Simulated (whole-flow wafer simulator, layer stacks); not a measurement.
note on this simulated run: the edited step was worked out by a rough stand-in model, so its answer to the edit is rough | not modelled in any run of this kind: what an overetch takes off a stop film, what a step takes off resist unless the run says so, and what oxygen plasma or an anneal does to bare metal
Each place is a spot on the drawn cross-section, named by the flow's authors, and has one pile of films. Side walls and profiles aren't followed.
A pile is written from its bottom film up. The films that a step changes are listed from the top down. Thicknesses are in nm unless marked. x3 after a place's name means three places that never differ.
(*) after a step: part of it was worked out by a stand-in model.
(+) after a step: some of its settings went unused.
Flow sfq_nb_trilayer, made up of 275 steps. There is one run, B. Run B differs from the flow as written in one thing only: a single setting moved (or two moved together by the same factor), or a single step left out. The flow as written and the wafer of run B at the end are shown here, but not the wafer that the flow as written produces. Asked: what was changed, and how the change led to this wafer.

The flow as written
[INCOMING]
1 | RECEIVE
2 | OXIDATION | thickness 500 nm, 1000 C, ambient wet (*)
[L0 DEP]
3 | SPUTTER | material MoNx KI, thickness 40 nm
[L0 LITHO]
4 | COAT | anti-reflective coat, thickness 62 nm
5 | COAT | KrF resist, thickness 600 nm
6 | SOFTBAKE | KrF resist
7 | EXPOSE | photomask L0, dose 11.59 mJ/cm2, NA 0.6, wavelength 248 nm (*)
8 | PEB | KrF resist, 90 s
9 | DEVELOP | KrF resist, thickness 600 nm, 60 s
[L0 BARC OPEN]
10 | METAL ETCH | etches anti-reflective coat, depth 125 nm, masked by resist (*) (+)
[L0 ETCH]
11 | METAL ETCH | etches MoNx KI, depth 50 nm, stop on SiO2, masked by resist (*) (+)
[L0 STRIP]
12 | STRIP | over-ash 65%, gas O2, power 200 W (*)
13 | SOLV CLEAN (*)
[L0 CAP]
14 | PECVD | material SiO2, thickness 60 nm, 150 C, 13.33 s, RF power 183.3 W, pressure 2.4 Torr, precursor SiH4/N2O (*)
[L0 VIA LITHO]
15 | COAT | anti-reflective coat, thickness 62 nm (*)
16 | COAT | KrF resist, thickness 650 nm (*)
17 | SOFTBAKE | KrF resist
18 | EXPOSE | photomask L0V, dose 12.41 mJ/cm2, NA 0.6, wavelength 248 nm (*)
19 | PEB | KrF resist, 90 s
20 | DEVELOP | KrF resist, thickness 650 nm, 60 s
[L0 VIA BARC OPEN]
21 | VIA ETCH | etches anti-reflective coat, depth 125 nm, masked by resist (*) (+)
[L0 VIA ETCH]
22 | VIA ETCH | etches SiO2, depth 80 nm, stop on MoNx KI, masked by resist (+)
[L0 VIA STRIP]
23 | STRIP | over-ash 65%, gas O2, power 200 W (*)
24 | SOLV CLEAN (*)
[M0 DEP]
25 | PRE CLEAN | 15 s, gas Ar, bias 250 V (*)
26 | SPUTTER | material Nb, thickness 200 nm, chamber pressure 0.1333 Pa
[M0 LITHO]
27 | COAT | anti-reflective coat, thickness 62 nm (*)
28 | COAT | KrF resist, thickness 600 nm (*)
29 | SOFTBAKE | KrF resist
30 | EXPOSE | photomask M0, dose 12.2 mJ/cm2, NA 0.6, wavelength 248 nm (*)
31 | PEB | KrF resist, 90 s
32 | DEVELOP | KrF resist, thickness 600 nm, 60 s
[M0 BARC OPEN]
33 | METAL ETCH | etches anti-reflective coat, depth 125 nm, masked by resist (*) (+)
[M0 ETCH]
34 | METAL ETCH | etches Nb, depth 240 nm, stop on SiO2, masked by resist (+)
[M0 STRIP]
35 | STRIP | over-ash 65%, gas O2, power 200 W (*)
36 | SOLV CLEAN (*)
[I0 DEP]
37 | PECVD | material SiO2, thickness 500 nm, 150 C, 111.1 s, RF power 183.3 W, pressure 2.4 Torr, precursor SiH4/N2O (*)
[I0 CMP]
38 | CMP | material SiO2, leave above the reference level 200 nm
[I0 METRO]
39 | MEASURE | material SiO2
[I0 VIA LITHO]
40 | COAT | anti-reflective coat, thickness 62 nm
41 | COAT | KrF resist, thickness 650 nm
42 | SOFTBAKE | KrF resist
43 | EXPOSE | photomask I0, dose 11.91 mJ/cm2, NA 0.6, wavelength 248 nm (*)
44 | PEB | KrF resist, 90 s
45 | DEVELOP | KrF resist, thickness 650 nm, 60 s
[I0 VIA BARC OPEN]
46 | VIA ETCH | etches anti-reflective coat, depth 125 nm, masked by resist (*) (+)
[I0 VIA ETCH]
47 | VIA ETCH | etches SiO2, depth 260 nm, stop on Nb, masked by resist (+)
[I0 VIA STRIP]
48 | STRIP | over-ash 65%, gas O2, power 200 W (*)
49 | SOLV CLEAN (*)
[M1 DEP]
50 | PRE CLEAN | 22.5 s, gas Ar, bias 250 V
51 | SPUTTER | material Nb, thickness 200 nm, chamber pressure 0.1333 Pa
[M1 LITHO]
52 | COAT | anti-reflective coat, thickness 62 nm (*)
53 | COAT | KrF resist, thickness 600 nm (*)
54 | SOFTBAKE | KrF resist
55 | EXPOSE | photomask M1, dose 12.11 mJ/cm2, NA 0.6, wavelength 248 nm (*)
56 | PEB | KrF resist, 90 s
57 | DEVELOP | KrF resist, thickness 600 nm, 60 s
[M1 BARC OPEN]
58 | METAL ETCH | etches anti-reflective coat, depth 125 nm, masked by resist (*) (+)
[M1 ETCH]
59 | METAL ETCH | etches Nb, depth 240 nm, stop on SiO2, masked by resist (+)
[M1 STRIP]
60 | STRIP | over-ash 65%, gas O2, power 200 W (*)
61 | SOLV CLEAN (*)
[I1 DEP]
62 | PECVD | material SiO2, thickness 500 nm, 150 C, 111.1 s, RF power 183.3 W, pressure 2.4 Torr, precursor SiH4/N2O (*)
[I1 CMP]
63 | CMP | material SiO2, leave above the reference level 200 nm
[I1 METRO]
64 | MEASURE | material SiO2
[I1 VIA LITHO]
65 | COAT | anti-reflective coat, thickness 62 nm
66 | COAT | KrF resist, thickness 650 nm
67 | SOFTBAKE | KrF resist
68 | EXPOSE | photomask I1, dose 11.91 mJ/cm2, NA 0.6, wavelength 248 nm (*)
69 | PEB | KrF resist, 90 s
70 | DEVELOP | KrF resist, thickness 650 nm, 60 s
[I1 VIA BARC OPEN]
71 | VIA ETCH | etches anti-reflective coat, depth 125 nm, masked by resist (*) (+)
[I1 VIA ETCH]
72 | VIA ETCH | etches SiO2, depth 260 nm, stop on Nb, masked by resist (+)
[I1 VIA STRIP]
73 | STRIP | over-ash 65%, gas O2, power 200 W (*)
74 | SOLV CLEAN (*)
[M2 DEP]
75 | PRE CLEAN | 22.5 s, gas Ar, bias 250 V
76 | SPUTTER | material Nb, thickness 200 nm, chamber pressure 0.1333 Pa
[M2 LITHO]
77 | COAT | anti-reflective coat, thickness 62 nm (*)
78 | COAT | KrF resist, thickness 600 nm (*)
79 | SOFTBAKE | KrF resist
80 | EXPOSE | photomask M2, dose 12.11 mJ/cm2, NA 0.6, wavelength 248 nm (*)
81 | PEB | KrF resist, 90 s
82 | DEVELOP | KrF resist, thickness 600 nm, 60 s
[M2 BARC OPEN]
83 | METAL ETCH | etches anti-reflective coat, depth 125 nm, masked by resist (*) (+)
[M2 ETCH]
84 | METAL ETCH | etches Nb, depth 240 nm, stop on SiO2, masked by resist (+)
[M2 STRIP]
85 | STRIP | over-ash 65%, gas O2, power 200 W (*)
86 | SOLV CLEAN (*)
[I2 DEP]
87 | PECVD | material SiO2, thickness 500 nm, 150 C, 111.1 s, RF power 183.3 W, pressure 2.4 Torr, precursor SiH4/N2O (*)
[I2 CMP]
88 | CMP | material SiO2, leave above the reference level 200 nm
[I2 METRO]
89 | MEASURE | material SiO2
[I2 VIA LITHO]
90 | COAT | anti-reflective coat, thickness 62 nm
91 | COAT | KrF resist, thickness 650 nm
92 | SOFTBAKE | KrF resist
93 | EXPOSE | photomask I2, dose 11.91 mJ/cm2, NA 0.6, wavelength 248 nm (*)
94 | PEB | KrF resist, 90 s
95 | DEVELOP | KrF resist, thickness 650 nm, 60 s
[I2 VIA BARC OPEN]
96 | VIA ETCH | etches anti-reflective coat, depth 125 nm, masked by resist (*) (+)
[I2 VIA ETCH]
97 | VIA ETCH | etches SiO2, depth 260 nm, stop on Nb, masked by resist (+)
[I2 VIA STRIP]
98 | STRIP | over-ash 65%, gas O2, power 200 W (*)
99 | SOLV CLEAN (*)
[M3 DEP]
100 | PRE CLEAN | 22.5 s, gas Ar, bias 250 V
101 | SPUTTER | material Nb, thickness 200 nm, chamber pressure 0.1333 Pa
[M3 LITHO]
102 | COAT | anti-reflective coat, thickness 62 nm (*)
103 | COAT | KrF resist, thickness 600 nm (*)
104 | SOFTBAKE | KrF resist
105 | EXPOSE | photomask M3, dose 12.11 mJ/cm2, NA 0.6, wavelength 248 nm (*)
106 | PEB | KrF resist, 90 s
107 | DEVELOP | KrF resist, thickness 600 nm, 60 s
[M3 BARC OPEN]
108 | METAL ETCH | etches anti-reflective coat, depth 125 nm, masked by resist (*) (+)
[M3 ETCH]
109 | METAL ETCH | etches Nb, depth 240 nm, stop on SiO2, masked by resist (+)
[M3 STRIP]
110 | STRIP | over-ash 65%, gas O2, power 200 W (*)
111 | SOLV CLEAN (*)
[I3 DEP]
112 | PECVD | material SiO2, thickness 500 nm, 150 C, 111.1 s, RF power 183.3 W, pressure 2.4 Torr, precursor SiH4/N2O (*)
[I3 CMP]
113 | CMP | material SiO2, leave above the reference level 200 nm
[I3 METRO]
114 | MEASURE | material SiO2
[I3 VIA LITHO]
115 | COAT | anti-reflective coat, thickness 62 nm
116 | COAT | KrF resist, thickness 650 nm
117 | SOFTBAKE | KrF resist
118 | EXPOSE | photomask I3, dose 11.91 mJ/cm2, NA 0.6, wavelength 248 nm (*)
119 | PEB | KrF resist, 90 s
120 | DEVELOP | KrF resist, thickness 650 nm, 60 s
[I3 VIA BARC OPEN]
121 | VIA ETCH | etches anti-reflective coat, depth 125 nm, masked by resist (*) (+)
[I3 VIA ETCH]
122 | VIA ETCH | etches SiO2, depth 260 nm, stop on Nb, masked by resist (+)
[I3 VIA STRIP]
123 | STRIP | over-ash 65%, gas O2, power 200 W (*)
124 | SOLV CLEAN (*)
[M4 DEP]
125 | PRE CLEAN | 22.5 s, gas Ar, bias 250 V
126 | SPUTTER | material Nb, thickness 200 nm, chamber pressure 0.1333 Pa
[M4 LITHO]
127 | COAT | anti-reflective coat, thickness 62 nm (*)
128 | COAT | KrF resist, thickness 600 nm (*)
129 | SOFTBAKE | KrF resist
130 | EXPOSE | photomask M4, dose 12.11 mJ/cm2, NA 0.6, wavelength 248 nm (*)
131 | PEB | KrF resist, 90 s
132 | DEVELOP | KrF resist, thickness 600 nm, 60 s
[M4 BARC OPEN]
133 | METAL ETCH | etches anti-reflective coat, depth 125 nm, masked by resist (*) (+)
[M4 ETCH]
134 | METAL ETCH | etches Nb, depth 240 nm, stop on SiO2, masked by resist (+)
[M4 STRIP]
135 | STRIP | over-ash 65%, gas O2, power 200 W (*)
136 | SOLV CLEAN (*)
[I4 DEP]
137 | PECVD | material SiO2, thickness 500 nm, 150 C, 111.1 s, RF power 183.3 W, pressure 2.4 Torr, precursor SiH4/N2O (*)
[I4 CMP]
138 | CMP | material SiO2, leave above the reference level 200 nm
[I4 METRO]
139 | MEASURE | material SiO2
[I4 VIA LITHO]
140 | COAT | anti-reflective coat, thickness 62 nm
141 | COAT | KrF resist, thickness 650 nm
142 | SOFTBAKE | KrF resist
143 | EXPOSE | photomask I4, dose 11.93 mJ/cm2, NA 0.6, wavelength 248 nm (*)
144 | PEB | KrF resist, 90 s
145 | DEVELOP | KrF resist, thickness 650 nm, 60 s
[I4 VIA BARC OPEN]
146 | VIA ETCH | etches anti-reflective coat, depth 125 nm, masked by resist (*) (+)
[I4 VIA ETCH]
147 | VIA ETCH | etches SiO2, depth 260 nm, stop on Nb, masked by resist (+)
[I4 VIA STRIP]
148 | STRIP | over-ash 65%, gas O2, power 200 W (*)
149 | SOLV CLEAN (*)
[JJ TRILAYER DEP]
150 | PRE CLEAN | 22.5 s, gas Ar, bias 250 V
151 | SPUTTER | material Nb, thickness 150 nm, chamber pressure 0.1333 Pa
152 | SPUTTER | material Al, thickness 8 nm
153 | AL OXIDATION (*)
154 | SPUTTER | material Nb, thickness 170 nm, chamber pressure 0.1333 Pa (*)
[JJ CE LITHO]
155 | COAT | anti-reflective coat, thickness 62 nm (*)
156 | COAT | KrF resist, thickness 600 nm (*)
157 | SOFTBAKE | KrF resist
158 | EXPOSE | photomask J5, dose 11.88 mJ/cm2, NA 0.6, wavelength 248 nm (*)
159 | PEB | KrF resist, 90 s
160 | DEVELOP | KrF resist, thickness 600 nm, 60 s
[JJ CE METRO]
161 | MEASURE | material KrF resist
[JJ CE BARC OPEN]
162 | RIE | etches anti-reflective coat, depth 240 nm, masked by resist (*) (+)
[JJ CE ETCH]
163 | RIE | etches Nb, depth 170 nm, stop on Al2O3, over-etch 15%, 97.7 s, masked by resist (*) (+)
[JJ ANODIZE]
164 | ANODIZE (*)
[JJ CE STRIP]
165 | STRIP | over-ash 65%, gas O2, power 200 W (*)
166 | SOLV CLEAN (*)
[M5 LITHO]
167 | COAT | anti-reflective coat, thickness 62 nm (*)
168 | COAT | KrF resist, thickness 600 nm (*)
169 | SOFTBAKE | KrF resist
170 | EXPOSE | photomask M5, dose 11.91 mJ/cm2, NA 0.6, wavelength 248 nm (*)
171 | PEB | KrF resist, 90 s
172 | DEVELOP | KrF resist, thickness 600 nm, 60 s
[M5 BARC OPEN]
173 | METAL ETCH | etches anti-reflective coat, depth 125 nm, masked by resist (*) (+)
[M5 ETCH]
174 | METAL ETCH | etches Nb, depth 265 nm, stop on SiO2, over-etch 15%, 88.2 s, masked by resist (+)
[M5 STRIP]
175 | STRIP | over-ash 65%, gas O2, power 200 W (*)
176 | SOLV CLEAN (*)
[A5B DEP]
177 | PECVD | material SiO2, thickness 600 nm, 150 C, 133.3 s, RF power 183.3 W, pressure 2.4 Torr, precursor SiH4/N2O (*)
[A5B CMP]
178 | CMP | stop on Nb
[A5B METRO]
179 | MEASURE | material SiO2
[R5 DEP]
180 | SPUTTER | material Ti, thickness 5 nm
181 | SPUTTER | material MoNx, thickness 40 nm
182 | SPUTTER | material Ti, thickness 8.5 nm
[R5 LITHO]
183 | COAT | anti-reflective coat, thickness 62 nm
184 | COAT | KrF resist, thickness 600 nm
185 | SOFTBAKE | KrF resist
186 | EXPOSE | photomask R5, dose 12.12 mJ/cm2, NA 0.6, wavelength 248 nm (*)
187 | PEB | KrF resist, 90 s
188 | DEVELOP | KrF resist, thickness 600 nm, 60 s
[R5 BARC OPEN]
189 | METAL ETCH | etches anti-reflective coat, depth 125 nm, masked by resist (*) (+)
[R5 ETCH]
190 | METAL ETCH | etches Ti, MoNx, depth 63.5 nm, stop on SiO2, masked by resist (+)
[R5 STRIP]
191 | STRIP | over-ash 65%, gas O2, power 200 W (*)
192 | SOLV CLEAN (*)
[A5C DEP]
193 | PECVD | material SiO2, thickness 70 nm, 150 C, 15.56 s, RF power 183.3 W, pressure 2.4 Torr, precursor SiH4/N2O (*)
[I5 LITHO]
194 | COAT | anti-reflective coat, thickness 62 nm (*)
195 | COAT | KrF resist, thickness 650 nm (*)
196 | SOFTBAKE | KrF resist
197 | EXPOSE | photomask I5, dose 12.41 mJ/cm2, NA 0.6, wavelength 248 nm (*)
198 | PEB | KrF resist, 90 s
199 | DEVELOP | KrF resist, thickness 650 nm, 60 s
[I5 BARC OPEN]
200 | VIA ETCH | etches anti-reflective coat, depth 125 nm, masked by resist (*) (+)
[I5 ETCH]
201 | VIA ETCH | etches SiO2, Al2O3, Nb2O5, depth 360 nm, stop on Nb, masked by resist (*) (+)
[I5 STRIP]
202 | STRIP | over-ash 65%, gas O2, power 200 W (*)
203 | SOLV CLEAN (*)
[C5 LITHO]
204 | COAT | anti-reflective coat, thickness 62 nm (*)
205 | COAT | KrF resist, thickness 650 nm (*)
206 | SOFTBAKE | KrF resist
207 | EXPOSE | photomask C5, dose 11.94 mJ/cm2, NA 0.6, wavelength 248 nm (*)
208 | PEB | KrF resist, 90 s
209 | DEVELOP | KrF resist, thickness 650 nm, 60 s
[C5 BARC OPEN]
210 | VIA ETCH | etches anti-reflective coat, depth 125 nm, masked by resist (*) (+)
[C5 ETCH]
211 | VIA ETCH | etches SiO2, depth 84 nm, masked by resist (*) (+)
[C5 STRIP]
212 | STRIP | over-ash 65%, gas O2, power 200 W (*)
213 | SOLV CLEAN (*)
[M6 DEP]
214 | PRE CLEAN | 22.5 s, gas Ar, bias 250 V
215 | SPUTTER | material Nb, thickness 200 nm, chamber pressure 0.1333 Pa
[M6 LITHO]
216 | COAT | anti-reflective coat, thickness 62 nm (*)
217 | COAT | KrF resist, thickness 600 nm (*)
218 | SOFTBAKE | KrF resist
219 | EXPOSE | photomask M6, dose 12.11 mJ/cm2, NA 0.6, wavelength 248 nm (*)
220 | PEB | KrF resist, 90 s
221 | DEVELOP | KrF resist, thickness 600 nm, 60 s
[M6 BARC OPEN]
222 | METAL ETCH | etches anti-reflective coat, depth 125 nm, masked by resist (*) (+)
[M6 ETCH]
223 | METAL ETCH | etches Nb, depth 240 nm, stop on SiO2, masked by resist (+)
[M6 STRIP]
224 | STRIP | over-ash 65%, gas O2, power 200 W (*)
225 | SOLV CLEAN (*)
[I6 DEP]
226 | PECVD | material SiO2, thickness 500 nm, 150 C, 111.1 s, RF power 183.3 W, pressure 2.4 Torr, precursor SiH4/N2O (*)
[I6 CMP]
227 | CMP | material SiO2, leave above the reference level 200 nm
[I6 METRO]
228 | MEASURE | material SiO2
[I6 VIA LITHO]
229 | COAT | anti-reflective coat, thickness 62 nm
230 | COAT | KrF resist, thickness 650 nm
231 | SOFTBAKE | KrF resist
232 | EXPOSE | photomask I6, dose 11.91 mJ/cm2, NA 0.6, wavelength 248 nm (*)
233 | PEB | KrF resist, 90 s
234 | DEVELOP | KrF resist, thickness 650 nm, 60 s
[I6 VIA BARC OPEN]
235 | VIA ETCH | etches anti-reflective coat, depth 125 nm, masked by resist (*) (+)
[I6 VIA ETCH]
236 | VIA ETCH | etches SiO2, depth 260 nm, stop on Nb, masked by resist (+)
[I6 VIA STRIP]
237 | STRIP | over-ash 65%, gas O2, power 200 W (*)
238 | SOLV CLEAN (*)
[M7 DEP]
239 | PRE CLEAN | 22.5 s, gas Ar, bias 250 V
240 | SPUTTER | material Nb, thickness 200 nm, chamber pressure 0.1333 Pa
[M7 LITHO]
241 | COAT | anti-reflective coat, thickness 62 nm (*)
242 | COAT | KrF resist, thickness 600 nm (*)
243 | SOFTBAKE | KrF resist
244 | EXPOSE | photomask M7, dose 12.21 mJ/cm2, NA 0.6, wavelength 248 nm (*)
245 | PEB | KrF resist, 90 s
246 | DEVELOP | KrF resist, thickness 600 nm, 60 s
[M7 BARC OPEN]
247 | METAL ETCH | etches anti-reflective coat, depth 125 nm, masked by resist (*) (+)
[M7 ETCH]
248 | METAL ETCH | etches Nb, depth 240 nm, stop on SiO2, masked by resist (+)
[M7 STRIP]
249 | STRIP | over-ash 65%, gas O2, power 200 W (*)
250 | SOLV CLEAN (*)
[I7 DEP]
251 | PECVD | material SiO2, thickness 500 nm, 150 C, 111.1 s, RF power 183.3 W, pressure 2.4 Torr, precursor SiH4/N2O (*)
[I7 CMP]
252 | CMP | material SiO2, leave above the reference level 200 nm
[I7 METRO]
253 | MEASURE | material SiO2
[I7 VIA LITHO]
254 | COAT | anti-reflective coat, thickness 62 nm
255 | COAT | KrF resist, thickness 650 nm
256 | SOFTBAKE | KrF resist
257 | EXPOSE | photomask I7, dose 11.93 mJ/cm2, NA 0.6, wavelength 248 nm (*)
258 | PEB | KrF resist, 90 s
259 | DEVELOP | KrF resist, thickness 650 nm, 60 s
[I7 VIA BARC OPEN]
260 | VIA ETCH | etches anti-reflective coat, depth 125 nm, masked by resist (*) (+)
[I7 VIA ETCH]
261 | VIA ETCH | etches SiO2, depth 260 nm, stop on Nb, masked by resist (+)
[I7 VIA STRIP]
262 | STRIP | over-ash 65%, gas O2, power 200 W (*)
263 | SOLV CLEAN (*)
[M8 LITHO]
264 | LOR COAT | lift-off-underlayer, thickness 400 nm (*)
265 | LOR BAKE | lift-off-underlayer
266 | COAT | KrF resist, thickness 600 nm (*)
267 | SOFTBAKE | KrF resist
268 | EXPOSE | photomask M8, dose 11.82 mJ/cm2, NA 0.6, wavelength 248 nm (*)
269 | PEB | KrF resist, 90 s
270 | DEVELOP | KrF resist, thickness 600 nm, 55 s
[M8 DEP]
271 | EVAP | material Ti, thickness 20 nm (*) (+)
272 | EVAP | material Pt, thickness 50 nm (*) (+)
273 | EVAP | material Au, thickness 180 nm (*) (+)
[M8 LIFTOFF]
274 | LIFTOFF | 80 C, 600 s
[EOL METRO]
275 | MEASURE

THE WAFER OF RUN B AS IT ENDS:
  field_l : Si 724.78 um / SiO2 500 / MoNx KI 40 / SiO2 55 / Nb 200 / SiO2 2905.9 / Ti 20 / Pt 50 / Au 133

The reason: step 273, EVAP: thickness 133 nm was run, though the flow has thickness 180 nm.
The wafer lets one read it off: field_l has Au 133, and step 273 as written asks for 180 nm.

How this came from the change, step by step:
  273 | EVAP | material Au, thickness 180 nm (*) (+)
      field_l, v_sur, via_wl and 103 more: Au gains 133 (new film) (it would be, as written: Au gains 180 (new film))
  274 | LIFTOFF | 80 C, 600 s
      p4_fl, p4_fm, p4_w1 and 71 more: Au loses 133 (all of it), Pt loses 50 (all of it), Ti loses 20 (all of it), KrF resist loses 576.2 (all of it), lift-off-underlayer loses 400 (all of it) (it would be, as written: Au loses 180 (all of it), Pt loses 50 (all of it), Ti loses 20 (all of it), KrF resist loses 576.2 (all of it), lift-off-underlayer loses 400 (all of it))
      c5j, ce_r: Au loses 133 (all of it), Pt loses 50 (all of it), Ti loses 20 (all of it), KrF resist loses 573.3 (all of it), lift-off-underlayer loses 399.3 (all of it) (it would be, as written: Au loses 180 (all of it), Pt loses 50 (all of it), Ti loses 20 (all of it), KrF resist loses 573.3 (all of it), lift-off-underlayer loses 399.3 (all of it))
      (and at 19 other places as well)
